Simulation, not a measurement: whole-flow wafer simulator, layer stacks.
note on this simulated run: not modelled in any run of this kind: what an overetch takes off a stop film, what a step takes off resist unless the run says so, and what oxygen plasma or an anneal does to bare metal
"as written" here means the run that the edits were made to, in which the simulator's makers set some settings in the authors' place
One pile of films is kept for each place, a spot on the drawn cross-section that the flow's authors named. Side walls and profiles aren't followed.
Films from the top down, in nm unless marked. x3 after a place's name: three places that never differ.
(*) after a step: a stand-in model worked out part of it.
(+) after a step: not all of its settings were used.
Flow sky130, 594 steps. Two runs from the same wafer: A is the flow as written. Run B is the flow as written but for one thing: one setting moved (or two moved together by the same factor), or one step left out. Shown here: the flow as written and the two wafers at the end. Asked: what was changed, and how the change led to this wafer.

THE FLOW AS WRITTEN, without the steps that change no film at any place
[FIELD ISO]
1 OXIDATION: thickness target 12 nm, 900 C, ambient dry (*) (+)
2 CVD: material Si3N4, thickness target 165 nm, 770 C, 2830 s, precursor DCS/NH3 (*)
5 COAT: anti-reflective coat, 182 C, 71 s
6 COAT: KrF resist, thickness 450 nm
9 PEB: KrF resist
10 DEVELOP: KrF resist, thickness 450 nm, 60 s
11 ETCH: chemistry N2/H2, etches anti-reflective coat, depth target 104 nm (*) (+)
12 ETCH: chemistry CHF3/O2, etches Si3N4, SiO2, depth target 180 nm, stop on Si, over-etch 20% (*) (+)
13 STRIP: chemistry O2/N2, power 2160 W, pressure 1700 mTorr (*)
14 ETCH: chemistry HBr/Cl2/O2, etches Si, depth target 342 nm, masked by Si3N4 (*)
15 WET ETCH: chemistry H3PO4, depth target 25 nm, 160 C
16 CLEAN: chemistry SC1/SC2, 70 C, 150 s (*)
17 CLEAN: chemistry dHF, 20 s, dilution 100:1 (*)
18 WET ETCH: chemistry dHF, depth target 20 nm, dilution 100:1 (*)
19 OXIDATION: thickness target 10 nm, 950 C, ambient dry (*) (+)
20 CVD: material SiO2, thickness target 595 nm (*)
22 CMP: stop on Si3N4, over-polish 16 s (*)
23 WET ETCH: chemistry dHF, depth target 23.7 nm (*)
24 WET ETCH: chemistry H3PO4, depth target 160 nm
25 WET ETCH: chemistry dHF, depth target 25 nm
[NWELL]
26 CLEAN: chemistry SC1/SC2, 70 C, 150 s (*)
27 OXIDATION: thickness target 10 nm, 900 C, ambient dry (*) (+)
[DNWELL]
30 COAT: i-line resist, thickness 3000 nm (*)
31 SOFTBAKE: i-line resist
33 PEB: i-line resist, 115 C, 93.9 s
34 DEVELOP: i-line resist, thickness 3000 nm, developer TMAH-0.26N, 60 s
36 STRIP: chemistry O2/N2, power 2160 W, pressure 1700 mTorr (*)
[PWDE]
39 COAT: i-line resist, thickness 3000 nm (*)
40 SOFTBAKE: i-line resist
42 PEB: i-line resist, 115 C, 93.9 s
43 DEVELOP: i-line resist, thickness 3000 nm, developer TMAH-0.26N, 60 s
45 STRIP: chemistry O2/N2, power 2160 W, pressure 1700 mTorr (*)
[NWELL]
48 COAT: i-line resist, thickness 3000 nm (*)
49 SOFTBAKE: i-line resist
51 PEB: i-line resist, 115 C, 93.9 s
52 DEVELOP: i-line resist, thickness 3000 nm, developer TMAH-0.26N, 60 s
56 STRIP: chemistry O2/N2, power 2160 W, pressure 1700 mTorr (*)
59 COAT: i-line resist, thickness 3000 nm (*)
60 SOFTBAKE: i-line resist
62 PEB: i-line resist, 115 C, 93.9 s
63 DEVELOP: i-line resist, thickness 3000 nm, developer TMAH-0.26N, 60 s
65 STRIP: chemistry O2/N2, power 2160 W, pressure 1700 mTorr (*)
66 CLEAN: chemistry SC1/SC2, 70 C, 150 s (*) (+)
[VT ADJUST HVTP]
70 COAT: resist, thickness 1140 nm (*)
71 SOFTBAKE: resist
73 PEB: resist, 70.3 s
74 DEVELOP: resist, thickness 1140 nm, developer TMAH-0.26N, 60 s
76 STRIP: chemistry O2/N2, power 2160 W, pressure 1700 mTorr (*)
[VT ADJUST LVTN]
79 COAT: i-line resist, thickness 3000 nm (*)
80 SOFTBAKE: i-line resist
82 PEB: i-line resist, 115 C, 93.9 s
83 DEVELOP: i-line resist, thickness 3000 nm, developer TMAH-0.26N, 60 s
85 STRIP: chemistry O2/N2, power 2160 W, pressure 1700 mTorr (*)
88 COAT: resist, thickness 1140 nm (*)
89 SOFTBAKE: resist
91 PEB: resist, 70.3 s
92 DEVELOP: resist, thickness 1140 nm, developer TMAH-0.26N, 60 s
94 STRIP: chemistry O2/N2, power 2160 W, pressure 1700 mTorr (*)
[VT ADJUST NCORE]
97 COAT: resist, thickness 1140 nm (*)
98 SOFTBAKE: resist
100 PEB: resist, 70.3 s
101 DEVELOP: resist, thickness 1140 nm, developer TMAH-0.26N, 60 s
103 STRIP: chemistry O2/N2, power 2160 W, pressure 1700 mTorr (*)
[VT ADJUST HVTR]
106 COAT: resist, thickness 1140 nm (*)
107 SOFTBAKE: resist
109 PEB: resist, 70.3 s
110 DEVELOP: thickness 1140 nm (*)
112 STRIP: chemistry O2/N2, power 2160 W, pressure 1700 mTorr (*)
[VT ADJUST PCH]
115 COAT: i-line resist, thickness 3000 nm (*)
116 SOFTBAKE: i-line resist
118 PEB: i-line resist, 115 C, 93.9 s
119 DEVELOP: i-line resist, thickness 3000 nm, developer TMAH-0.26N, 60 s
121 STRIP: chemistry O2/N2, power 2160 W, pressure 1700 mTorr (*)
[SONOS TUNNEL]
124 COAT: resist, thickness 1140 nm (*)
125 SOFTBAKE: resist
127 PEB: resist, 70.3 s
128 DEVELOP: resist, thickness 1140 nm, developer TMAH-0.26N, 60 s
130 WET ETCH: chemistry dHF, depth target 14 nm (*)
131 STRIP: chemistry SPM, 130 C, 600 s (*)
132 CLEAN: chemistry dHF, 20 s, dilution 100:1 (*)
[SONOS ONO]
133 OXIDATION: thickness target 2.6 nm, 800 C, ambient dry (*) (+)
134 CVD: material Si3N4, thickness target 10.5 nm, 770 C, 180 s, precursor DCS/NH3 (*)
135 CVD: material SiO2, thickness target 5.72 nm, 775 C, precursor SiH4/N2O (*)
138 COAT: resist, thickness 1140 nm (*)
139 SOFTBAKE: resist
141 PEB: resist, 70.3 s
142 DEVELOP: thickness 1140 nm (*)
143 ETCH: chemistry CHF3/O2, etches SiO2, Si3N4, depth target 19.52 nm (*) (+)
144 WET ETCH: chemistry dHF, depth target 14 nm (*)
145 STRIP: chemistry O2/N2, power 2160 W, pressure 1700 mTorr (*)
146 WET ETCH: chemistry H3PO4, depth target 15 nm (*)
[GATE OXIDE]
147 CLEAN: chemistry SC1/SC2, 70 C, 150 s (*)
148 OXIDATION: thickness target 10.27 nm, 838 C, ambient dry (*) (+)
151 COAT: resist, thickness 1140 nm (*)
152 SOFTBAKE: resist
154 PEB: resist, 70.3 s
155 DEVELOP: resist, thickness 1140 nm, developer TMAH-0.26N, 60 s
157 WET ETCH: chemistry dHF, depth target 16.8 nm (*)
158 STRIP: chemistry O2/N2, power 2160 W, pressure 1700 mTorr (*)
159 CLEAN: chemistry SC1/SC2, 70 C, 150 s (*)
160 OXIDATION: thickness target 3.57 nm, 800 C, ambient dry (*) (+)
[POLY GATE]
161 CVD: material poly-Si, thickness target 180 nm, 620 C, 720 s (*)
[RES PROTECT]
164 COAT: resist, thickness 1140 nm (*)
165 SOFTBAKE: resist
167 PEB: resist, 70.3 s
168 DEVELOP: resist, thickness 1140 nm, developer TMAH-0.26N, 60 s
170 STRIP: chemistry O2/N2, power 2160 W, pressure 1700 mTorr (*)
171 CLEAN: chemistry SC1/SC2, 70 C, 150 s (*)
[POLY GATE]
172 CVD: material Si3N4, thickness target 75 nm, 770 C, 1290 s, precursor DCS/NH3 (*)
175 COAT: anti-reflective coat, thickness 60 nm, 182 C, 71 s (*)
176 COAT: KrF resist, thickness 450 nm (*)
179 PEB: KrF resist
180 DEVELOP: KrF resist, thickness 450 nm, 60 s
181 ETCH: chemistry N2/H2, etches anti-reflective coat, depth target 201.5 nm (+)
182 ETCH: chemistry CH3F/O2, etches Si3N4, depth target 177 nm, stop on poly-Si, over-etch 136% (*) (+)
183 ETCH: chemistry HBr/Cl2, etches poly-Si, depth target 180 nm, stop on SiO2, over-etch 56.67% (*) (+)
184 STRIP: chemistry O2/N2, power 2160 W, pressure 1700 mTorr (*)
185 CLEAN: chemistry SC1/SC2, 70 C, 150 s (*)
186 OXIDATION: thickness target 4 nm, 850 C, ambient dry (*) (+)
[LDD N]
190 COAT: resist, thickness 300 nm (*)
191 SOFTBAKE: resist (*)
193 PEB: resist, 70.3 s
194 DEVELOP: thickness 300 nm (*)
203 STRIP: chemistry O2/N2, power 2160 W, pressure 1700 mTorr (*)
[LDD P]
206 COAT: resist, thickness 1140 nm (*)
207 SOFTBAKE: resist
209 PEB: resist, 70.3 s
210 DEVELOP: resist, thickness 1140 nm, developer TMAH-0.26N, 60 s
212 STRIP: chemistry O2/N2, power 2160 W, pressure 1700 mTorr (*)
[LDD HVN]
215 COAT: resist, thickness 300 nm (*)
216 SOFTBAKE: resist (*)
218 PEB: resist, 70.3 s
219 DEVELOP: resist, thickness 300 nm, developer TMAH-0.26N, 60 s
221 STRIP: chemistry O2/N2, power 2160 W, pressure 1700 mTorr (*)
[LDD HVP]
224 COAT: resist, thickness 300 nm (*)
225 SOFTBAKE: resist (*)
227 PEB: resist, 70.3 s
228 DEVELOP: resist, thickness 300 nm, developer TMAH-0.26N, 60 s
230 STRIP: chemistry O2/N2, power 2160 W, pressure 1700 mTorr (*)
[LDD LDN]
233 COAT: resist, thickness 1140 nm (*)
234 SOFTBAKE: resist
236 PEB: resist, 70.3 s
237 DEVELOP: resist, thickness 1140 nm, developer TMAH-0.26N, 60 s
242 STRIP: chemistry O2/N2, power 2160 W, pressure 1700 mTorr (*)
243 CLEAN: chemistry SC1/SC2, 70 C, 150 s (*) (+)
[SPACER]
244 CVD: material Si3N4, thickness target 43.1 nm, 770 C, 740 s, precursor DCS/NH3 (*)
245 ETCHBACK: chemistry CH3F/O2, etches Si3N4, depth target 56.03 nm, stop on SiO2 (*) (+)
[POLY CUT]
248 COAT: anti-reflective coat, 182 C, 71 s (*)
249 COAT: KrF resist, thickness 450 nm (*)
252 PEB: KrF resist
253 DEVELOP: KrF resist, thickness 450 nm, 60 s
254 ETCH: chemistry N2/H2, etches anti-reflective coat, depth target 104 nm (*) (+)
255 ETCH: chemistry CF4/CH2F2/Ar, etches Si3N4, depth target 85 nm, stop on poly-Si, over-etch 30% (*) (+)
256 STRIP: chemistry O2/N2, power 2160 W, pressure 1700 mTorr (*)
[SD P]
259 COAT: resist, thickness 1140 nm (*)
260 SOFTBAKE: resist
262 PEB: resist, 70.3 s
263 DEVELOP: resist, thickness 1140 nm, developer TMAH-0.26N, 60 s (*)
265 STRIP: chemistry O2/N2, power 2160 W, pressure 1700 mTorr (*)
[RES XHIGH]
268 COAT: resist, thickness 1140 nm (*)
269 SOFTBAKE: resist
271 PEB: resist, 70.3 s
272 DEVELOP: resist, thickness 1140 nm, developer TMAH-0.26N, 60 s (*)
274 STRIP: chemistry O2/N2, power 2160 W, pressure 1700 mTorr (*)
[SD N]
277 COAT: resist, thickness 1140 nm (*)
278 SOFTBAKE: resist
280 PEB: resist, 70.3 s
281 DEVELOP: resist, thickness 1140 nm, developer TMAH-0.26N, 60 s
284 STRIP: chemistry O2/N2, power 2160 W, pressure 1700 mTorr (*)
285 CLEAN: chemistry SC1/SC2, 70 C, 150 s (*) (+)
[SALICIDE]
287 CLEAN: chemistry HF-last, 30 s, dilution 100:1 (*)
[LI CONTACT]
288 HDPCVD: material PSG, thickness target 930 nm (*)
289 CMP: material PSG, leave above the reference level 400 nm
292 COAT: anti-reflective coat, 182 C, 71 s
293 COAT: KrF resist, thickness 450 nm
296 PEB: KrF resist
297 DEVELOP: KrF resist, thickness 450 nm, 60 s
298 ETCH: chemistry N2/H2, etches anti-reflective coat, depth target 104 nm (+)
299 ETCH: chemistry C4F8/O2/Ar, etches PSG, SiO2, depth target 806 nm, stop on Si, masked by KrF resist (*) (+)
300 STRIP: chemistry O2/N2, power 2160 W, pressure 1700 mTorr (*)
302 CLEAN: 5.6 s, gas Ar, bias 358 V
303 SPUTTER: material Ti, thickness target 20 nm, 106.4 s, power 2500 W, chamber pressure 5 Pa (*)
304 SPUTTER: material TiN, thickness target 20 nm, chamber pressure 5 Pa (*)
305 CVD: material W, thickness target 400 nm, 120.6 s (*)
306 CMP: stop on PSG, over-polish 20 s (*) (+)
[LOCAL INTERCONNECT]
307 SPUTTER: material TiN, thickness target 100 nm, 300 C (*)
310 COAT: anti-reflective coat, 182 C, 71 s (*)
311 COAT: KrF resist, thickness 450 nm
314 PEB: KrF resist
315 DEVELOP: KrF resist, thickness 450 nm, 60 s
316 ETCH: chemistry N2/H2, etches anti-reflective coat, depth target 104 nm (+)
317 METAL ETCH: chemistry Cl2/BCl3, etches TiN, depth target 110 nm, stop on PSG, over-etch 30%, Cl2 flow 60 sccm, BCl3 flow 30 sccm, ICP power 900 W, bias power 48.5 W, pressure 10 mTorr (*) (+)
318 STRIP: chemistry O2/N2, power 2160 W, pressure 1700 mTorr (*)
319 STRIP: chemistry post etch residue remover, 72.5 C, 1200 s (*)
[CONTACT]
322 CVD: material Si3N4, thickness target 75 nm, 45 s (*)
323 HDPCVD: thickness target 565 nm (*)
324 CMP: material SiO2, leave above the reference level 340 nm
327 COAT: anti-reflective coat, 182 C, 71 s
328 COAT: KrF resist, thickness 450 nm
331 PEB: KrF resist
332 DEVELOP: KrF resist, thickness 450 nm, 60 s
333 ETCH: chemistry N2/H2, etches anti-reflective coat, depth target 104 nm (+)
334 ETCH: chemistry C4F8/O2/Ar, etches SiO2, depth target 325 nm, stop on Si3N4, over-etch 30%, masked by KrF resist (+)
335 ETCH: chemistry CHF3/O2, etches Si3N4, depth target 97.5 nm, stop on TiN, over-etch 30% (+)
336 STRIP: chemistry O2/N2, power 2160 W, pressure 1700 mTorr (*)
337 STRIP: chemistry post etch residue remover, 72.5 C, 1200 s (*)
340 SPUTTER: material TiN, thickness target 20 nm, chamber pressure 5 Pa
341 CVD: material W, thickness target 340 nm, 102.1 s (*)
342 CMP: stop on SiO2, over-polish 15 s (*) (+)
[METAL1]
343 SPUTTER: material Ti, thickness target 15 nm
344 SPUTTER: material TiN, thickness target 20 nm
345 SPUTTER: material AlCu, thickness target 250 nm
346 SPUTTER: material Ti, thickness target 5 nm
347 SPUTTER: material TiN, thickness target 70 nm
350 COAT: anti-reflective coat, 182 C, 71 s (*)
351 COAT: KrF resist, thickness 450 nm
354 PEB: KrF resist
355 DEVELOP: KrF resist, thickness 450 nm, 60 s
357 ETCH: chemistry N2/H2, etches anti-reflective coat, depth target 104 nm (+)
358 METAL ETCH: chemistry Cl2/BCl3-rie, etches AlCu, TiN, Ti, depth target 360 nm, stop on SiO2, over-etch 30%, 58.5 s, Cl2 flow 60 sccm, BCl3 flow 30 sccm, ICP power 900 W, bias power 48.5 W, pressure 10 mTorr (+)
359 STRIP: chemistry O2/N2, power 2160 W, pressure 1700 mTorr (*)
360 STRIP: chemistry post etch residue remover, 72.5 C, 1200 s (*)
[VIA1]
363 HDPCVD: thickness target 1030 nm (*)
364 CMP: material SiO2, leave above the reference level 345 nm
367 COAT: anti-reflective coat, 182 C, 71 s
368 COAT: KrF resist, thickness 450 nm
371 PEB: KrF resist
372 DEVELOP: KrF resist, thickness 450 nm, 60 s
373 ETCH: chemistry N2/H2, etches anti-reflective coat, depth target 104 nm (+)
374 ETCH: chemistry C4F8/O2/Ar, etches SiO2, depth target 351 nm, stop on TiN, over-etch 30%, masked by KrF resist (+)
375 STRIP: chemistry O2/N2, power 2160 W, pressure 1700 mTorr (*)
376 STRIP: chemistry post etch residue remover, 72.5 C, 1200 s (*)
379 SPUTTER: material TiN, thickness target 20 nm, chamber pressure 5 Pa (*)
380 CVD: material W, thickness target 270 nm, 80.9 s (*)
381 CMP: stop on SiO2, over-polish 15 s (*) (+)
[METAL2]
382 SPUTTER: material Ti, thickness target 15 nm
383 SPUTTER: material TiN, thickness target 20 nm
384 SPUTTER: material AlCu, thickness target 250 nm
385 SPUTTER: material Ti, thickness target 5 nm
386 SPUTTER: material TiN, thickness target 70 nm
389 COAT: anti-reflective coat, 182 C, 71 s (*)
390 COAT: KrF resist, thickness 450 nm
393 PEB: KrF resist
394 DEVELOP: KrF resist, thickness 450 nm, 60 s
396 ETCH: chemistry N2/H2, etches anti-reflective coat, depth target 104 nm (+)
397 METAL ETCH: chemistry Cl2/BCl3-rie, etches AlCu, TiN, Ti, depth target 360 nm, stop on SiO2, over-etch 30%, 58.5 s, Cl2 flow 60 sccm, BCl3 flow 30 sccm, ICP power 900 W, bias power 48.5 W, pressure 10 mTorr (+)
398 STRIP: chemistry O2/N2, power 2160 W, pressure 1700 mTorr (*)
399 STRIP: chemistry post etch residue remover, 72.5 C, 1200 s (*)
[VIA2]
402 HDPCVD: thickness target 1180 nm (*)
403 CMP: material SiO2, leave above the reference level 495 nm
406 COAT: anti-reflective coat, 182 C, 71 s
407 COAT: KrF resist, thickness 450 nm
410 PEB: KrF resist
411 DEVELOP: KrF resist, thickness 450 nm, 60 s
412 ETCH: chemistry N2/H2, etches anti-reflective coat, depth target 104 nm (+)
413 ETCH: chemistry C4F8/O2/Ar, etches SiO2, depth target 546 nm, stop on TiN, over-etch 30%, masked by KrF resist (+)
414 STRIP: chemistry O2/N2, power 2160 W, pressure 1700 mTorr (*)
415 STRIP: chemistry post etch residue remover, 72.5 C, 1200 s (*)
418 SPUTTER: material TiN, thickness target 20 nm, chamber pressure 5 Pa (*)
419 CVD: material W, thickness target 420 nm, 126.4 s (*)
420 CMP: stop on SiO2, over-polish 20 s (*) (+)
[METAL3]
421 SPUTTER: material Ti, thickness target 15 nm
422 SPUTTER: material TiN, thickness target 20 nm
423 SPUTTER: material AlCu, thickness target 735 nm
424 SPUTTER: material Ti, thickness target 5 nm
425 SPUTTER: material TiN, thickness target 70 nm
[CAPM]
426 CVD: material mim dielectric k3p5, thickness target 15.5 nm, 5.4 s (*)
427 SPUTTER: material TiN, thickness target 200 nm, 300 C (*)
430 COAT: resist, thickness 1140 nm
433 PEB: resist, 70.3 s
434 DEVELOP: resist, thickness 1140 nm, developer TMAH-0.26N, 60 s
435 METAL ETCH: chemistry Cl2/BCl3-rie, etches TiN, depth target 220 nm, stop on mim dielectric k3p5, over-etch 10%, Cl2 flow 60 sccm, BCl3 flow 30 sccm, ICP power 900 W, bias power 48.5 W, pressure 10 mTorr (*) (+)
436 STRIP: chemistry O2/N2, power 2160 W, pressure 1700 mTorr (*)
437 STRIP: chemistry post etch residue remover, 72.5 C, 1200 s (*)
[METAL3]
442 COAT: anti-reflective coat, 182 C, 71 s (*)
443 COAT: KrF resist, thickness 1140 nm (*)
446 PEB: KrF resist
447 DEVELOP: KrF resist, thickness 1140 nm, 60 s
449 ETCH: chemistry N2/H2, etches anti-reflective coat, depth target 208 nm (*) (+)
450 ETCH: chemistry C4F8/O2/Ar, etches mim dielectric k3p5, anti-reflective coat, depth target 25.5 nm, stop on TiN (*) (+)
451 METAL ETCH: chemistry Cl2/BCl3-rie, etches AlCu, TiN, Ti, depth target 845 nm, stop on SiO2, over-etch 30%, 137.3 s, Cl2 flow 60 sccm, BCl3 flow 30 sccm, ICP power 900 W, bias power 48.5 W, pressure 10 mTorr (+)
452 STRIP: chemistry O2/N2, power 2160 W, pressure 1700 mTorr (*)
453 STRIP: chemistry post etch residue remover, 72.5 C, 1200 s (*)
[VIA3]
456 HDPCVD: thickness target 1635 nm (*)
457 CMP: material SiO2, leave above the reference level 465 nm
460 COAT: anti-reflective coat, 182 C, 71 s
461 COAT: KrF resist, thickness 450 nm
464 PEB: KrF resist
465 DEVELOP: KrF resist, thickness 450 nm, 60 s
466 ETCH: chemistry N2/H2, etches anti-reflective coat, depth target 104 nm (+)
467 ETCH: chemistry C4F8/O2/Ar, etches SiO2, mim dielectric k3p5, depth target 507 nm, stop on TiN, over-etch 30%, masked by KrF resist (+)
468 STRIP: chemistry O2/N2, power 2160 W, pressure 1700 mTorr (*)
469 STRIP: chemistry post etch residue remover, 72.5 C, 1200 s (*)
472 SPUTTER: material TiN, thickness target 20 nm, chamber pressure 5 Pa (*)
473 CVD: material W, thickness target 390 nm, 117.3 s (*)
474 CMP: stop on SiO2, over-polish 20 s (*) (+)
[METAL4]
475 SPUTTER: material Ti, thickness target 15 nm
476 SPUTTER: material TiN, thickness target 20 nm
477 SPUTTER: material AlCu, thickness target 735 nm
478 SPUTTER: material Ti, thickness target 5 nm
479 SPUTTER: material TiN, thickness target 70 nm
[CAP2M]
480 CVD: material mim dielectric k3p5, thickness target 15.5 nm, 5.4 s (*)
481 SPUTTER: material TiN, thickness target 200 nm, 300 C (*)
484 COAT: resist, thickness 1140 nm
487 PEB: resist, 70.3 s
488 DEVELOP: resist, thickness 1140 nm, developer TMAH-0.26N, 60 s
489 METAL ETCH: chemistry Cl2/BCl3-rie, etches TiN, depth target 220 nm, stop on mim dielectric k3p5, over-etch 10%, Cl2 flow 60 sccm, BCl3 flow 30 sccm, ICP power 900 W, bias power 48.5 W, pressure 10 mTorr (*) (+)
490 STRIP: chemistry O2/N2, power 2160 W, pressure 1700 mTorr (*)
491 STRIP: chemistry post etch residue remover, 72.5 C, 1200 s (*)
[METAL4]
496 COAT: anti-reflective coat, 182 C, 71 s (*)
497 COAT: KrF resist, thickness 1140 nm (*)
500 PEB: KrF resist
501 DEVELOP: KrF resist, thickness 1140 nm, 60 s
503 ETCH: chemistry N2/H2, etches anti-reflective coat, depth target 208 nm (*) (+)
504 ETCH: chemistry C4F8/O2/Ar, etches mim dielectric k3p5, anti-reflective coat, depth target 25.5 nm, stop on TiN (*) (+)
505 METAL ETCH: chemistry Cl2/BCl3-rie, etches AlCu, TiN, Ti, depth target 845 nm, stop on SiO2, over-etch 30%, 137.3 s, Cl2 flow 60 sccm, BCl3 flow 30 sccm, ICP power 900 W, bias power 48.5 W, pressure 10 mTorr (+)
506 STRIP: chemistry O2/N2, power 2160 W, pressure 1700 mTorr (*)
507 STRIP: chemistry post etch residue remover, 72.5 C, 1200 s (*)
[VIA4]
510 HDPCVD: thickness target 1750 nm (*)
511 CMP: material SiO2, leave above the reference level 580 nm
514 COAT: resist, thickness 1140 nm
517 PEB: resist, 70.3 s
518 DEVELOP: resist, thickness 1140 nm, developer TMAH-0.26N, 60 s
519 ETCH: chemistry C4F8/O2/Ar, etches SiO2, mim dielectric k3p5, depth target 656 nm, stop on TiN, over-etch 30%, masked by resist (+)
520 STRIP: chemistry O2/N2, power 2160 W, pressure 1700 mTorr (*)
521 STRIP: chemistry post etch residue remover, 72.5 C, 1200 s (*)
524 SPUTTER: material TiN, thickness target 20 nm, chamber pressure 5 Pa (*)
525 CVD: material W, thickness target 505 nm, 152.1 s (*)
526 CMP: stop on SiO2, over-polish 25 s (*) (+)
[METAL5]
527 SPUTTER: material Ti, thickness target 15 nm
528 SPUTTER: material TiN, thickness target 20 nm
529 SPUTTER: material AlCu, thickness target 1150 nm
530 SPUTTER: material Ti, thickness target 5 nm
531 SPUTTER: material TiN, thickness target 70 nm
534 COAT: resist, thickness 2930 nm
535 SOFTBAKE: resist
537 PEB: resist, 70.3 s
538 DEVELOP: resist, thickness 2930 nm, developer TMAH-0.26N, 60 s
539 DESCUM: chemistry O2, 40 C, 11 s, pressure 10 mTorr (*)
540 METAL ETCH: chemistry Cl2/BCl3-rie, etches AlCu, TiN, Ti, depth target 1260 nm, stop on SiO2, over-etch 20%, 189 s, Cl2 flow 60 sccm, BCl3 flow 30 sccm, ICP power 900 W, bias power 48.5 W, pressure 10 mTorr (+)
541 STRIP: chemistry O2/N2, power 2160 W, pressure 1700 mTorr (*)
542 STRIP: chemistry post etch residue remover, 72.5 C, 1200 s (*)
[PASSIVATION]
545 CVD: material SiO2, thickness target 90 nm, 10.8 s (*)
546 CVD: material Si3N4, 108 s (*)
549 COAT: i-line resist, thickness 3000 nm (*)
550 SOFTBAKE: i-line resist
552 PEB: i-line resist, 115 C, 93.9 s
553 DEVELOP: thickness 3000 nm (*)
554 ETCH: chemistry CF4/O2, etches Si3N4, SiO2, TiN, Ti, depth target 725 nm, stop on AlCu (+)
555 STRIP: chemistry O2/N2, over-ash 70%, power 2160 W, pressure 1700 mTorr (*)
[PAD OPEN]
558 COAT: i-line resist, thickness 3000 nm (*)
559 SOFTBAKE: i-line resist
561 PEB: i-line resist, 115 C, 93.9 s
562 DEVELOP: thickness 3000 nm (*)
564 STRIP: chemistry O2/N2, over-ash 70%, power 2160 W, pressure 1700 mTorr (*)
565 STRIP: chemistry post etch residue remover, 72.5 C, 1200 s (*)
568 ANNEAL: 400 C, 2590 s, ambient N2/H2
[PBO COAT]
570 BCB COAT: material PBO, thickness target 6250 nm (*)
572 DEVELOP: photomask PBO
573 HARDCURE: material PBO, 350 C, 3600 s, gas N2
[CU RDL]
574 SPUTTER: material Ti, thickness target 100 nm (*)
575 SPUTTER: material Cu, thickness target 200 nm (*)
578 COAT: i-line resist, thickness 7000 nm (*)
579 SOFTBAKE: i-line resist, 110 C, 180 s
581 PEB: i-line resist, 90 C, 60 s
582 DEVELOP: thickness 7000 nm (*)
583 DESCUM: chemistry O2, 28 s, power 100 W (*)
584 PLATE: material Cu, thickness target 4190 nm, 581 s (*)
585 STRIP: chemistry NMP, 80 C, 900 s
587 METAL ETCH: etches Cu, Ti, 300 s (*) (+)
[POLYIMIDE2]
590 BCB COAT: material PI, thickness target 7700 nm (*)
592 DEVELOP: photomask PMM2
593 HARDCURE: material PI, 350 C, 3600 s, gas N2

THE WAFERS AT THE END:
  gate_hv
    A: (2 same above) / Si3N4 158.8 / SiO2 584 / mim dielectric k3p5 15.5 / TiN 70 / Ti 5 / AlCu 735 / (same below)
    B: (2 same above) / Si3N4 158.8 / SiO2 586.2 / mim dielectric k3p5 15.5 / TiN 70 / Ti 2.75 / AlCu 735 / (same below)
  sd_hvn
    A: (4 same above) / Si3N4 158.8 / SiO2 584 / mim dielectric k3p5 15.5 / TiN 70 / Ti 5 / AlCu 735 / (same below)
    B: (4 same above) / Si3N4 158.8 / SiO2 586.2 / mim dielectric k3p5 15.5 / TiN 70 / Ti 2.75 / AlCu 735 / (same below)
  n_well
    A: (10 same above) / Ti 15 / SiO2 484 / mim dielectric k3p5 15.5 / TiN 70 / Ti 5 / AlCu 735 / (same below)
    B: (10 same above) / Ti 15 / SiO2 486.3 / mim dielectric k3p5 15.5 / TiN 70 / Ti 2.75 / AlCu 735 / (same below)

The cause: step 478, SPUTTER: thickness target 2.75 nm was run, where the flow has thickness target 5 nm.
It can be read off the wafer: gate_hv has Ti 2.75, and step 478 as written asks for 5 nm.

How the change led to this, step by step:
  478 SPUTTER: material Ti, thickness target 5 nm
      field, active, n_well and 189 more: A Ti +5 (new film) | B Ti +2.75 (new film)
  505 METAL ETCH: chemistry Cl2/BCl3-rie, etches AlCu, TiN, Ti, depth target 845 nm, stop on SiO2, over-etch 30%, 137.3 s, Cl2 flow 60 sccm, BCl3 flow 30 sccm, ICP power 900 W, bias power 48.5 W, pressure 10 mTorr (+)
      field, gate, spacer and 68 more: A TiN -70 (all of it), Ti -5 (all of it), AlCu -735 (all of it), TiN -20 (all of it), Ti -15 (all of it), SiO2 -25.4 | B TiN -70 (all of it), Ti -2.75 (all of it), AlCu -735 (all of it), TiN -20 (all of it), Ti -15 (all of it), SiO2 -25.6
      active, vpp_iso1, mim_edge_plate and 14 more: A TiN -70 (all of it), Ti -5 (all of it), AlCu -735 (all of it), TiN -20 (all of it), Ti -15 (all of it), SiO2 -25.3 | B TiN -70 (all of it), Ti -2.75 (all of it), AlCu -735 (all of it), TiN -20 (all of it), Ti -15 (all of it), SiO2 -25.6
